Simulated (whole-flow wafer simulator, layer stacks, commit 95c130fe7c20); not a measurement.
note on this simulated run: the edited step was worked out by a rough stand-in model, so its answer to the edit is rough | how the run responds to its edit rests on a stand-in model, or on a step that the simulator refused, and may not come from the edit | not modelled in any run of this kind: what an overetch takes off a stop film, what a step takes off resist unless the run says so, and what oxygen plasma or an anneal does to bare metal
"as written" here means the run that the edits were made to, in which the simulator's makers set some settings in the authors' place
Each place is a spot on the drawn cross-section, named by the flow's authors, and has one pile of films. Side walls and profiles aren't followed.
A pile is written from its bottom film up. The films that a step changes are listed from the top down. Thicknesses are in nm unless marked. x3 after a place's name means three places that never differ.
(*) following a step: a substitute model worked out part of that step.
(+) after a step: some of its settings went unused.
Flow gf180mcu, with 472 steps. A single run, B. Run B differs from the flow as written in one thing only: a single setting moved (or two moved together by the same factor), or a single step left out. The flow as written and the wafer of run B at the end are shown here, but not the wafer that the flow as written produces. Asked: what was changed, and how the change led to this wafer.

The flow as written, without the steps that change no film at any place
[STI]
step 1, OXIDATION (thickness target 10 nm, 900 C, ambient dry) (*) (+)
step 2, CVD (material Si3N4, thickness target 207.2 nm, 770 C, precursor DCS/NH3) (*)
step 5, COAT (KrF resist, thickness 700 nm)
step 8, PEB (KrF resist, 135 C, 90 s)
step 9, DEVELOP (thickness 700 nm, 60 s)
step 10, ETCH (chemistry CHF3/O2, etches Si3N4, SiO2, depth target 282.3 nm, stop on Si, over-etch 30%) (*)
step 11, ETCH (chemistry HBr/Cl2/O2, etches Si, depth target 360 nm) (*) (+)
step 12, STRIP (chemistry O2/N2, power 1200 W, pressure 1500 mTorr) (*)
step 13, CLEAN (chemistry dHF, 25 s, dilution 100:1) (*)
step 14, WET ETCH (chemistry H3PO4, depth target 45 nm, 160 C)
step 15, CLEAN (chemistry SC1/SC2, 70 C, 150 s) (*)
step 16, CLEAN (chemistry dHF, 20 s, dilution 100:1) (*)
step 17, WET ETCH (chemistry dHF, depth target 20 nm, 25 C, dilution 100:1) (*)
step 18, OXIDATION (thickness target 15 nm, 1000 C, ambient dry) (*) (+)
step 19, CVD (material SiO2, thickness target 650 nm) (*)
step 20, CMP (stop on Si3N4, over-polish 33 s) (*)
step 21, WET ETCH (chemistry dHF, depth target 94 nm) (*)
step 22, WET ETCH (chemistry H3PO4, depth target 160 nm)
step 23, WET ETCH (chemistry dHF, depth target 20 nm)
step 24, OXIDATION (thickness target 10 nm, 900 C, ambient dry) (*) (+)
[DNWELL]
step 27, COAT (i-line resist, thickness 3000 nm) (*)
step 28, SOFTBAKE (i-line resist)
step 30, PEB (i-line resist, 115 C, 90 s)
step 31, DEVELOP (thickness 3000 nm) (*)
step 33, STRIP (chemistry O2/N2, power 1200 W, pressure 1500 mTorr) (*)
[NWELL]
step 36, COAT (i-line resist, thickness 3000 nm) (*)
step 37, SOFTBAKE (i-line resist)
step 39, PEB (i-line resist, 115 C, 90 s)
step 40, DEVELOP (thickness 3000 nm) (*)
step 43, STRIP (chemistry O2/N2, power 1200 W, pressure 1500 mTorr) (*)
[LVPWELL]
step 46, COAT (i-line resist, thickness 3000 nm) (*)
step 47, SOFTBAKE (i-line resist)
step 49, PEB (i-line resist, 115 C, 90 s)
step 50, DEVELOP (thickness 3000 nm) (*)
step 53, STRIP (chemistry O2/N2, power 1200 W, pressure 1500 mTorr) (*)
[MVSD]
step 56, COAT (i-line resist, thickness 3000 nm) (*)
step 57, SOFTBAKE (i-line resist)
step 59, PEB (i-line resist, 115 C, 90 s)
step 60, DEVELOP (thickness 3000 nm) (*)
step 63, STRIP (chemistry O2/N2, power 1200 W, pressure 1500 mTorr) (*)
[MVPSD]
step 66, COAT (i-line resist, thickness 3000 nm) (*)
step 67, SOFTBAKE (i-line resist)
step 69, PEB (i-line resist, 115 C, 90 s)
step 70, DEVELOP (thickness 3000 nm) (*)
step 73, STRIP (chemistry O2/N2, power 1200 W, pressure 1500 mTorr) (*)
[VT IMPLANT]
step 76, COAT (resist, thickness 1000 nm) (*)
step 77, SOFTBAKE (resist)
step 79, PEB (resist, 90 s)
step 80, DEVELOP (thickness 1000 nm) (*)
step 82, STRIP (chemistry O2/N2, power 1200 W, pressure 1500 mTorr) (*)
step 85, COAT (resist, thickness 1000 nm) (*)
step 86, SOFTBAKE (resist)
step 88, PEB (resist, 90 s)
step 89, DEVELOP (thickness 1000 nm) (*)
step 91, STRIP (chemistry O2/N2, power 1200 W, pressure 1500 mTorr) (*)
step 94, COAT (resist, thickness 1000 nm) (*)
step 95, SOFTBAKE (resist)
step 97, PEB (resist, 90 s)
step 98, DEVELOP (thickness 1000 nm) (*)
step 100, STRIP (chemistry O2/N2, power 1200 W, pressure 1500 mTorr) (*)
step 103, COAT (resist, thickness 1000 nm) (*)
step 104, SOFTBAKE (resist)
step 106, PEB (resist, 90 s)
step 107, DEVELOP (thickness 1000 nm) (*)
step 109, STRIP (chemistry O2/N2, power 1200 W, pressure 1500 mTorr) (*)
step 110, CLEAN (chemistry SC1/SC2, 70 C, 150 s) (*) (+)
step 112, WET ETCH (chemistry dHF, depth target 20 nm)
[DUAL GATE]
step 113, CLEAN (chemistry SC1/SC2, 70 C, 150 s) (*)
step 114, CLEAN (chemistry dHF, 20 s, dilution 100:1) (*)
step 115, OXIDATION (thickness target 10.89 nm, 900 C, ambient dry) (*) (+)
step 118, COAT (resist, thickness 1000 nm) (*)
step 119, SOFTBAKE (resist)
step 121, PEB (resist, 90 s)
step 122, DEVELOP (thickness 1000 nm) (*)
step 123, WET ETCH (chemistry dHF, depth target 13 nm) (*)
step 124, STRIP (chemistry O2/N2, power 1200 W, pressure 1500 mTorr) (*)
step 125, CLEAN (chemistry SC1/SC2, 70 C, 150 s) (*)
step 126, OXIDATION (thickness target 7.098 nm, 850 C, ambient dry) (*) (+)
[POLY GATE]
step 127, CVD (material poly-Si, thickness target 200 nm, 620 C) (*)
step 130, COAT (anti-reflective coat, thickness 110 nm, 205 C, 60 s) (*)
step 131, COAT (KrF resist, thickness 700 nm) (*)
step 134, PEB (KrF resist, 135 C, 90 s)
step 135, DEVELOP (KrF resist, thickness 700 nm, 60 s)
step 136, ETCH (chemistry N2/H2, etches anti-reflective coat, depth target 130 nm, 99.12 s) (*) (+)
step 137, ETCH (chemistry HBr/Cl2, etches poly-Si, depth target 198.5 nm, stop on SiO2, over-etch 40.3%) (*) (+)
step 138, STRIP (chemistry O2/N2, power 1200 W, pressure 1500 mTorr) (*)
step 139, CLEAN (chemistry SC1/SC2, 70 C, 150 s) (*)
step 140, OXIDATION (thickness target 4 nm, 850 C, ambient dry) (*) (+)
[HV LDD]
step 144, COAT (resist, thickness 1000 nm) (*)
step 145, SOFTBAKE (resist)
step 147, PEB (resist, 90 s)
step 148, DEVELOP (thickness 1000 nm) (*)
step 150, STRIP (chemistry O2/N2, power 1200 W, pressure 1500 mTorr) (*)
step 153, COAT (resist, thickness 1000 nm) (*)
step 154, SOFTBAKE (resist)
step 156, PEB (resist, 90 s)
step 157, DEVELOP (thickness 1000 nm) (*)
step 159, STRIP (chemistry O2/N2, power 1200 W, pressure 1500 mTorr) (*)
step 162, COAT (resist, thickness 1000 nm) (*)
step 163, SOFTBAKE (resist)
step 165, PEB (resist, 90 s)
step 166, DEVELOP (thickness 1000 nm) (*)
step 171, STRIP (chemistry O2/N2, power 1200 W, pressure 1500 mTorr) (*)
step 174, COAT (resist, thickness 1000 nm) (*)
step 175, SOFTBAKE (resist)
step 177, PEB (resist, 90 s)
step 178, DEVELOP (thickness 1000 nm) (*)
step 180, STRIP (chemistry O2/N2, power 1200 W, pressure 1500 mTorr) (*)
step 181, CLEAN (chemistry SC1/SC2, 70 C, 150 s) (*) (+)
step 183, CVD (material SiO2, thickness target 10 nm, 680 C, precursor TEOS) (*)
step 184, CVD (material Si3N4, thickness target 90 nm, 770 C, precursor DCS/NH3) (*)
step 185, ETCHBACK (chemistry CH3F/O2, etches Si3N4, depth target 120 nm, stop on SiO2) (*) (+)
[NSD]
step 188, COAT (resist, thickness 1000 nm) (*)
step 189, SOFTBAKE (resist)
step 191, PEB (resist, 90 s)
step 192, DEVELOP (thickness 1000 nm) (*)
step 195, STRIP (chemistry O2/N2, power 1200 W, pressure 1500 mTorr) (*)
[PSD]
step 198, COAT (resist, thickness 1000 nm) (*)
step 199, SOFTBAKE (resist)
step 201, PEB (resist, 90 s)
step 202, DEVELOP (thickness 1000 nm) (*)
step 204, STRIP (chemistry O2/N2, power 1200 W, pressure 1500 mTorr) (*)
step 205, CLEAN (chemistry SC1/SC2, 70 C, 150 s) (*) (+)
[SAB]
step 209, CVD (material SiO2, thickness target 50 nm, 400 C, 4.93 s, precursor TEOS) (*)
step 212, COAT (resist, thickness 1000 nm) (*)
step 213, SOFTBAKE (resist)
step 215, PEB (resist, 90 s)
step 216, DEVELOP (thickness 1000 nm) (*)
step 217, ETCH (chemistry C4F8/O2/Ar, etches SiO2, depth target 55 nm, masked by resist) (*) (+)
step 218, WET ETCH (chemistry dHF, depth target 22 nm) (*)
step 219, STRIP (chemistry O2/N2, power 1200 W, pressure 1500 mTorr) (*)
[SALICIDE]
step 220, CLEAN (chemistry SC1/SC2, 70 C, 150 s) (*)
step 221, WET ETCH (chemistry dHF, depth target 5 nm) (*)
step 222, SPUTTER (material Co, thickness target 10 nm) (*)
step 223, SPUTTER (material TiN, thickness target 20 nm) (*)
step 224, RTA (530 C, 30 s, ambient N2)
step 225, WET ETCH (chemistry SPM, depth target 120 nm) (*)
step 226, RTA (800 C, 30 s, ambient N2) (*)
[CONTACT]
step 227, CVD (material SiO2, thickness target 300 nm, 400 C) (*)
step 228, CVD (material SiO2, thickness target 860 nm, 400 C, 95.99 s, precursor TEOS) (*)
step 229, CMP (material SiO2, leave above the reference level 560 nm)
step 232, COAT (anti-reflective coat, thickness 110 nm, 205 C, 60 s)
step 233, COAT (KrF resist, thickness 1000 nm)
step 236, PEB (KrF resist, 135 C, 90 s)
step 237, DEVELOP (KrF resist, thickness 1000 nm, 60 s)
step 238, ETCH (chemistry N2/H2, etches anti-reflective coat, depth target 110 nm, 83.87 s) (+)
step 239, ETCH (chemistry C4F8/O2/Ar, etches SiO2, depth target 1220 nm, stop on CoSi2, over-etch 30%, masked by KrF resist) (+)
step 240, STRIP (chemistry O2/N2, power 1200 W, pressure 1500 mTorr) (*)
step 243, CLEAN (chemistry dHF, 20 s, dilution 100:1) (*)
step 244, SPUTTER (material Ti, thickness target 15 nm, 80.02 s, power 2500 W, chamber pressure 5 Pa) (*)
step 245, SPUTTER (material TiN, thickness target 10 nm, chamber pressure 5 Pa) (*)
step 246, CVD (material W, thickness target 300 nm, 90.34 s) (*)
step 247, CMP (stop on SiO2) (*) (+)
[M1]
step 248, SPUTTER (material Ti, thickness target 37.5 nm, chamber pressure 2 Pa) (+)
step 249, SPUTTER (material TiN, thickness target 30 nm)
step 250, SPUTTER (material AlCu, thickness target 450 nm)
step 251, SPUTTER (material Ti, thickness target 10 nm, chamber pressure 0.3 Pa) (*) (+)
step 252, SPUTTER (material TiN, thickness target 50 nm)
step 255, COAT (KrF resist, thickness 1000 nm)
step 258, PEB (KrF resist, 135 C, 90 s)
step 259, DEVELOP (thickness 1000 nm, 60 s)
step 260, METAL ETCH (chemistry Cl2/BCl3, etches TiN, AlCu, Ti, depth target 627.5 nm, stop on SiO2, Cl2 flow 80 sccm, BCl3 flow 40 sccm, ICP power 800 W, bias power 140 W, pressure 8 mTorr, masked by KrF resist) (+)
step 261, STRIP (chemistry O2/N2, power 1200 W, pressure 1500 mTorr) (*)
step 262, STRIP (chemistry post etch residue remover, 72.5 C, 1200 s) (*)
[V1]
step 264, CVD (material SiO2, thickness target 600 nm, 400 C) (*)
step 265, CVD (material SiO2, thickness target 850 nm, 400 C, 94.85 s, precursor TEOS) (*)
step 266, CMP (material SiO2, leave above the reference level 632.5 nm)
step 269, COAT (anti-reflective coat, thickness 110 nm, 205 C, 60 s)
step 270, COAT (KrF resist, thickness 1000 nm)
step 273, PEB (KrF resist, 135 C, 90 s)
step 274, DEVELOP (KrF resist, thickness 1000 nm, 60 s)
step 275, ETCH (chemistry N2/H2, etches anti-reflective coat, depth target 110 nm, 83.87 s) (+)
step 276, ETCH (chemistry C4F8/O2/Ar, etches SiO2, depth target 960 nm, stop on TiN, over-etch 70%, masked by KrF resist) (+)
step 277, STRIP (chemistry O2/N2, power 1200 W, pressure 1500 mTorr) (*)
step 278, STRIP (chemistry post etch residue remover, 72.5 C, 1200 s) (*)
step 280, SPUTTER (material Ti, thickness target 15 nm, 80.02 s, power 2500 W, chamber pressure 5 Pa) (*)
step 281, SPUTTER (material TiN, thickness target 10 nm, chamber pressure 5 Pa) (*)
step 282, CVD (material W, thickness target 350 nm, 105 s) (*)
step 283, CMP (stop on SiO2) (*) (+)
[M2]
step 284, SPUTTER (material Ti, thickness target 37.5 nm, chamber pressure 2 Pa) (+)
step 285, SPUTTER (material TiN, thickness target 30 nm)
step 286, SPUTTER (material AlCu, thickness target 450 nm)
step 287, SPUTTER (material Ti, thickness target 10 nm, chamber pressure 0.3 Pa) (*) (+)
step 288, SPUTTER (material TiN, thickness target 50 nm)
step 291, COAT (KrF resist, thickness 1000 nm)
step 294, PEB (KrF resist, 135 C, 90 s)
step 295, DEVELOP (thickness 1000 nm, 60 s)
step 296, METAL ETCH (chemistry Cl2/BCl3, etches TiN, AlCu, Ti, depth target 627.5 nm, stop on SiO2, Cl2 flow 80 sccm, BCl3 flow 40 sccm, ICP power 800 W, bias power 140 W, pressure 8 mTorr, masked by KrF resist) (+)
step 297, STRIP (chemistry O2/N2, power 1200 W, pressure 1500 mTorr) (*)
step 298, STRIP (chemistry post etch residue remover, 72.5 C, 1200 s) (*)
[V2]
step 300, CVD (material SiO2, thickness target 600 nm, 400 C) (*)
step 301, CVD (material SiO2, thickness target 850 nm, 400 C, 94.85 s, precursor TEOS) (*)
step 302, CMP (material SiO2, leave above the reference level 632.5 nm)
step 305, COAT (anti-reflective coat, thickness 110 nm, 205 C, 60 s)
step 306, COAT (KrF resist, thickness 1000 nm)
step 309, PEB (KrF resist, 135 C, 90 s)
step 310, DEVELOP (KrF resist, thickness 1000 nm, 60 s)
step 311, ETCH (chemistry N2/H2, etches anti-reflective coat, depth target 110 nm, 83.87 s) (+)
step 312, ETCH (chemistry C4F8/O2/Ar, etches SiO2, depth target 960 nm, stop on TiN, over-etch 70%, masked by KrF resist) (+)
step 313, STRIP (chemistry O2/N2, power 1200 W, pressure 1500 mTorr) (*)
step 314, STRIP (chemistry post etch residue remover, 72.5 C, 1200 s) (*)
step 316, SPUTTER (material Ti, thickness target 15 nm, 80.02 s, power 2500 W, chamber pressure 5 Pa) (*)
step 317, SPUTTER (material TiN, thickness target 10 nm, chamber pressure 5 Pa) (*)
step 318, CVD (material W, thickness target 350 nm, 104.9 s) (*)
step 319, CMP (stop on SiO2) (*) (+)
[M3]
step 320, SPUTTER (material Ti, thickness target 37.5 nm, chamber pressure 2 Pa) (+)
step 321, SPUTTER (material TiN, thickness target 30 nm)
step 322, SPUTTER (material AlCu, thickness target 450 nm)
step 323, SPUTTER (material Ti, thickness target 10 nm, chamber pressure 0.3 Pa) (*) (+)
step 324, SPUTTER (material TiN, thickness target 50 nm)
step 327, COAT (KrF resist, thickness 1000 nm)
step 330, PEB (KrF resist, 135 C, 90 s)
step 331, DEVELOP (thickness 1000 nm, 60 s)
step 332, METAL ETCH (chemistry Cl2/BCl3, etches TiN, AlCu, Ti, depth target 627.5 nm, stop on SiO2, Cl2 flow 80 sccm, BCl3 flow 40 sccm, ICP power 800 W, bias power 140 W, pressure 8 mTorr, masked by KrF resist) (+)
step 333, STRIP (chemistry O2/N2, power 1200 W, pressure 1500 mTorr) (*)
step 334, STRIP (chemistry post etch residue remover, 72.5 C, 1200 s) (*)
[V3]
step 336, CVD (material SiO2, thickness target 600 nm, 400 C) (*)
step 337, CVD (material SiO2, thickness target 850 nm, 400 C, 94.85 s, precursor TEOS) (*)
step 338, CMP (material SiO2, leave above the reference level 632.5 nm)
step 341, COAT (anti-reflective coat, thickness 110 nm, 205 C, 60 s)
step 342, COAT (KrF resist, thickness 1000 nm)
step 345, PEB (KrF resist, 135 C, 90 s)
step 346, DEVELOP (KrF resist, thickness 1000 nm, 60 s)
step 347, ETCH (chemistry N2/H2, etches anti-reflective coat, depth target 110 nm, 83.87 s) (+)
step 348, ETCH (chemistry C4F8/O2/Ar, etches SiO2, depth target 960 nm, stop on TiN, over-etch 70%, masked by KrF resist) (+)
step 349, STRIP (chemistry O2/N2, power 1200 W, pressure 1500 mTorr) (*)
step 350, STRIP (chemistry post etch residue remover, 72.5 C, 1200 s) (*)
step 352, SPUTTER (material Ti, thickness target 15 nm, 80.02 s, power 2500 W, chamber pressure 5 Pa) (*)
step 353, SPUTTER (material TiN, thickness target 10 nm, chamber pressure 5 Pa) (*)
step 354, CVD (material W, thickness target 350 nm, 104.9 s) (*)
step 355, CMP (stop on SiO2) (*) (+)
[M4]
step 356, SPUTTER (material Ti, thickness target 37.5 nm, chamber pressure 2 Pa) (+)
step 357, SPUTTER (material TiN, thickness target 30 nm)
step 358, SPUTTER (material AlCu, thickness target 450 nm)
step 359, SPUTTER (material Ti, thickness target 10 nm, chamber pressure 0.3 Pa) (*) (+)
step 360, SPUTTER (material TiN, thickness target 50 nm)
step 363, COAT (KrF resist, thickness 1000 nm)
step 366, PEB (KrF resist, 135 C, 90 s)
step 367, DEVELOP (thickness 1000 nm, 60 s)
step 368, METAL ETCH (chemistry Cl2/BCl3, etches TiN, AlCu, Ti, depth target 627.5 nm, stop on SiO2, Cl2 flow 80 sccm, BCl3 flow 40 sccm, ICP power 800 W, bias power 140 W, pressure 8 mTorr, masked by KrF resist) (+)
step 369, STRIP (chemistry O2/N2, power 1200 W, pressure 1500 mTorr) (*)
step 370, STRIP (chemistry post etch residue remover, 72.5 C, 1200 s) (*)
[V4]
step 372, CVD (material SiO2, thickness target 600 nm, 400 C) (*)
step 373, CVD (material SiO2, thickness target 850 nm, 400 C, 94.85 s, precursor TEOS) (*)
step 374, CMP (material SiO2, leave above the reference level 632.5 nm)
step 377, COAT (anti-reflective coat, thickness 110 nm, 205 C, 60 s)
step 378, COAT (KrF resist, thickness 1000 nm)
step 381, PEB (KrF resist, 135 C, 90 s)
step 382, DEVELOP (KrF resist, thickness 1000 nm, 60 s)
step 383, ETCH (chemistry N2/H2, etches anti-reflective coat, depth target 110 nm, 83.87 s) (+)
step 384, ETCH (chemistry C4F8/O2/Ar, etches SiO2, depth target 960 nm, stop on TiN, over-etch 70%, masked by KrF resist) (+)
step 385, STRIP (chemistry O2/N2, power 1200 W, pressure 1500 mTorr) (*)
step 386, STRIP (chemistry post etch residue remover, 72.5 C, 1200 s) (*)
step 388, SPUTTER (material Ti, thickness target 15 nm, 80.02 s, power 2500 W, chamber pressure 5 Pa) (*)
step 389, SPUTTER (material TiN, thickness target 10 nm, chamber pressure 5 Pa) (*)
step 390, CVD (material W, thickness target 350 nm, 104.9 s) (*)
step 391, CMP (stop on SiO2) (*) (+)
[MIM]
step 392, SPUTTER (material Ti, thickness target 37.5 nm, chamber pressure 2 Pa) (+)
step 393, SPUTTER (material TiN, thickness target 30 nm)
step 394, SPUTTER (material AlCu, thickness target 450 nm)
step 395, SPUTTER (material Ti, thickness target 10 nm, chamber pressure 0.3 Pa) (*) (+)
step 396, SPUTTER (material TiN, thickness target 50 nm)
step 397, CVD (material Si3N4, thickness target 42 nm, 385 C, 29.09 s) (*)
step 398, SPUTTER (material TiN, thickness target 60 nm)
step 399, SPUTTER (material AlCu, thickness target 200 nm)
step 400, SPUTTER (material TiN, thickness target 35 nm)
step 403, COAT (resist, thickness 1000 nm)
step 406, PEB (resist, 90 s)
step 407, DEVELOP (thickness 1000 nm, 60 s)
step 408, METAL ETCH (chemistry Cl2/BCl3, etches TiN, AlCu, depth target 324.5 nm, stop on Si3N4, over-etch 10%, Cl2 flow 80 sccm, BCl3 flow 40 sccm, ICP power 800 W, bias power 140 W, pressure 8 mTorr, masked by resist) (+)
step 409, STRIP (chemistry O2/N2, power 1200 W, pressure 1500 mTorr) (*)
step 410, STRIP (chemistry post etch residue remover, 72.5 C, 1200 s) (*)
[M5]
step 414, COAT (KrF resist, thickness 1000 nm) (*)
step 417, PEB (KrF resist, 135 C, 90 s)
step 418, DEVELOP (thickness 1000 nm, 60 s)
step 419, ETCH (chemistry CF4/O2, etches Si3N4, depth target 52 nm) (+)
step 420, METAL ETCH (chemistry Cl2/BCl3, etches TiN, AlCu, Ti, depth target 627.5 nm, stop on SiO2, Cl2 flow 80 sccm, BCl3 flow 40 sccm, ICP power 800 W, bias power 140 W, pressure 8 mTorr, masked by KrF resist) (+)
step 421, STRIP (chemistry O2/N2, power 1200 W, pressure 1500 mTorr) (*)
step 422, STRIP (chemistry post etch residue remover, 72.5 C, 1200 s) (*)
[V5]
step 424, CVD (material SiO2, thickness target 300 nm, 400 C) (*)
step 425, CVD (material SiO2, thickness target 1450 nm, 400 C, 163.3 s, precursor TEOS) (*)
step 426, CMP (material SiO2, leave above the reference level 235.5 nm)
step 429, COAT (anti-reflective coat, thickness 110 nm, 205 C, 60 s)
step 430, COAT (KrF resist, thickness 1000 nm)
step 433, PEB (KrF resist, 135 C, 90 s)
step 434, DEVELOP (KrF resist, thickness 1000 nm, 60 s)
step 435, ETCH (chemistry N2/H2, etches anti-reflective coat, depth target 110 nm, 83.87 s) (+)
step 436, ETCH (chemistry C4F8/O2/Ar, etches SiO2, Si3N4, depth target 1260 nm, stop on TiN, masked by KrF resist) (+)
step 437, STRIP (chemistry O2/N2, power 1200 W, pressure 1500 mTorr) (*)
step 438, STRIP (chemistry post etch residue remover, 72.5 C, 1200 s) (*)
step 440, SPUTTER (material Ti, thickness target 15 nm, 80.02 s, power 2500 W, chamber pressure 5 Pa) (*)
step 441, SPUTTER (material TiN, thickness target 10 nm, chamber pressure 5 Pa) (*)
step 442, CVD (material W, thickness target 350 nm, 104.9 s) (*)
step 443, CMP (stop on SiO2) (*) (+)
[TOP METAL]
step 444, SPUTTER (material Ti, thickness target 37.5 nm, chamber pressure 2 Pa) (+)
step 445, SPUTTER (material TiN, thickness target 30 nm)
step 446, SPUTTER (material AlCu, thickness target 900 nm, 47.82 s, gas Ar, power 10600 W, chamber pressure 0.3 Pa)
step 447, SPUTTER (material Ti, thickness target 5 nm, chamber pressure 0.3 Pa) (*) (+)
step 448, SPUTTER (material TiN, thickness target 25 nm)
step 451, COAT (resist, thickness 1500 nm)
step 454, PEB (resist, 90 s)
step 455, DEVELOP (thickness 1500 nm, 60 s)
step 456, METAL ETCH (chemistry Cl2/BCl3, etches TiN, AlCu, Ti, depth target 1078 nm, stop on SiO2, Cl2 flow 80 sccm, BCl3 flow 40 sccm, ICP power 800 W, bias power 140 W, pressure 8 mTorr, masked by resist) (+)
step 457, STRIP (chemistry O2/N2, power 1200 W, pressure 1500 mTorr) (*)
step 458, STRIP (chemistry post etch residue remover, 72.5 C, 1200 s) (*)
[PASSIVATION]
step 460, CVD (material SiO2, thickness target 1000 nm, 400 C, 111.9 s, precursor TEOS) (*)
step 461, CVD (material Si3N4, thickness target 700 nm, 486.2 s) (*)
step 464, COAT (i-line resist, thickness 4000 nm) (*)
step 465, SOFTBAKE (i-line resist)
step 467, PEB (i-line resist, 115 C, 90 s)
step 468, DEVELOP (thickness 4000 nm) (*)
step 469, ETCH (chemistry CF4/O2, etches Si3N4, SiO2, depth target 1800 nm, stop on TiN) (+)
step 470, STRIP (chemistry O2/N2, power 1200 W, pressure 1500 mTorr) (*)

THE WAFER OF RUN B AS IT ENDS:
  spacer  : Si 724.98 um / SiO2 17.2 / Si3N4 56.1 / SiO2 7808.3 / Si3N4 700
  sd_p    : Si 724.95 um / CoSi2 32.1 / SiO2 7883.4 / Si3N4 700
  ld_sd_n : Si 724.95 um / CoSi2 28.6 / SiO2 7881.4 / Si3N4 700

What caused this: step 184, CVD: thickness target 60.3 nm was run, whereas the flow has thickness target 90 nm; step 185, ETCHBACK: depth target 80.4 nm was run, where the flow has depth target 120 nm.

How this came from the change, step by step:
  step 184, CVD (material Si3N4, thickness target 90 nm, 770 C, precursor DCS/NH3) (*)
      field, field__w1, field__w2 and 101 more: +60.3 Si3N4 (new film) (as written it would have been: +90 Si3N4 (new film))
  step 185, ETCHBACK (chemistry CH3F/O2, etches Si3N4, depth target 120 nm, stop on SiO2) (*) (+)
      field, field__w1, field__w2 and 95 more: -60.3 Si3N4 (all of it), -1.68 SiO2 (as written it would have been: -90 Si3N4 (all of it), -2.5 SiO2)
      active_hv, ld_sd_n, ld_drn_n, ld_sd_p, ldn_tap: -60.3 Si3N4 (all of it), -1.67 SiO2 (as written it would have been: -90 Si3N4 (all of it), -2.5 SiO2)
  step 188, COAT (resist, thickness 1000 nm) (*)
      spacer: +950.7 resist (new film) (as written it would have been: +920.3 resist (new film))
  step 189, SOFTBAKE (resist)
      nw_enc_fld_lv__w3: -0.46 resist (as written it would have been: +0.35 resist)
  step 191, PEB (resist, 90 s)
      spacer: -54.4 resist (as written it would have been: -52.3 resist)
  step 192, DEVELOP (thickness 1000 nm) (*)
      spacer: -896.4 resist (all of it) (as written it would have been: -868 resist (all of it))
  step 198, COAT (resist, thickness 1000 nm) (*)
      spacer: +950.7 resist (new film) (as written it would have been: +920.3 resist (new film))
  step 199, SOFTBAKE (resist)
      nw_enc_fld_lv__w3: -0.46 resist (as written it would have been: +0.35 resist)
  step 201, PEB (resist, 90 s)
      spacer: -54.4 resist (as written it would have been: -52.3 resist)
  step 204, STRIP (chemistry O2/N2, power 1200 W, pressure 1500 mTorr) (*)
      spacer: -896.4 resist (all of it) (as written it would have been: -868 resist (all of it))
  step 212, COAT (resist, thickness 1000 nm) (*)
      spacer: +949.6 resist (new film) (as written it would have been: +919.2 resist (new film))
  step 215, PEB (resist, 90 s)
      spacer: -54.1 resist (as written it would have been: -52.3 resist)
  step 216, DEVELOP (thickness 1000 nm) (*)
      spacer: -895.5 resist (all of it) (as written it would have been: -866.9 resist (all of it))
  step 218, WET ETCH (chemistry dHF, depth target 22 nm) (*)
      gate, gate_hv, gate_p and 23 more: -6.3 SiO2 (all of it) (as written it would have been: -5.48 SiO2 (all of it))
      active, p_well, sd_n, iso_ptap_pw, iso_ntap_nw, iso_ptap_sub, vpnp_e: -9.83 SiO2 (all of it) (as written it would have been: -9.01 SiO2 (all of it))
      (also at 15 further places)
  step 222, SPUTTER (material Co, thickness target 10 nm) (*)
      field__w12: +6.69 Co (new film) (as written it would have been: +6.15 Co (new film))
  step 223, SPUTTER (material TiN, thickness target 20 nm) (*)
      field__w3: +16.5 TiN (new film) (as written it would have been: +15.7 TiN (new film))
      field__w12: +13.1 TiN (new film) (as written it would have been: +12 TiN (new film))
      (also at 3 further places)
  ... 3 other steps ...
  step 229, CMP (material SiO2, leave above the reference level 560 nm)
      spacer: -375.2 SiO2 (as written it would have been: -404.9 SiO2)
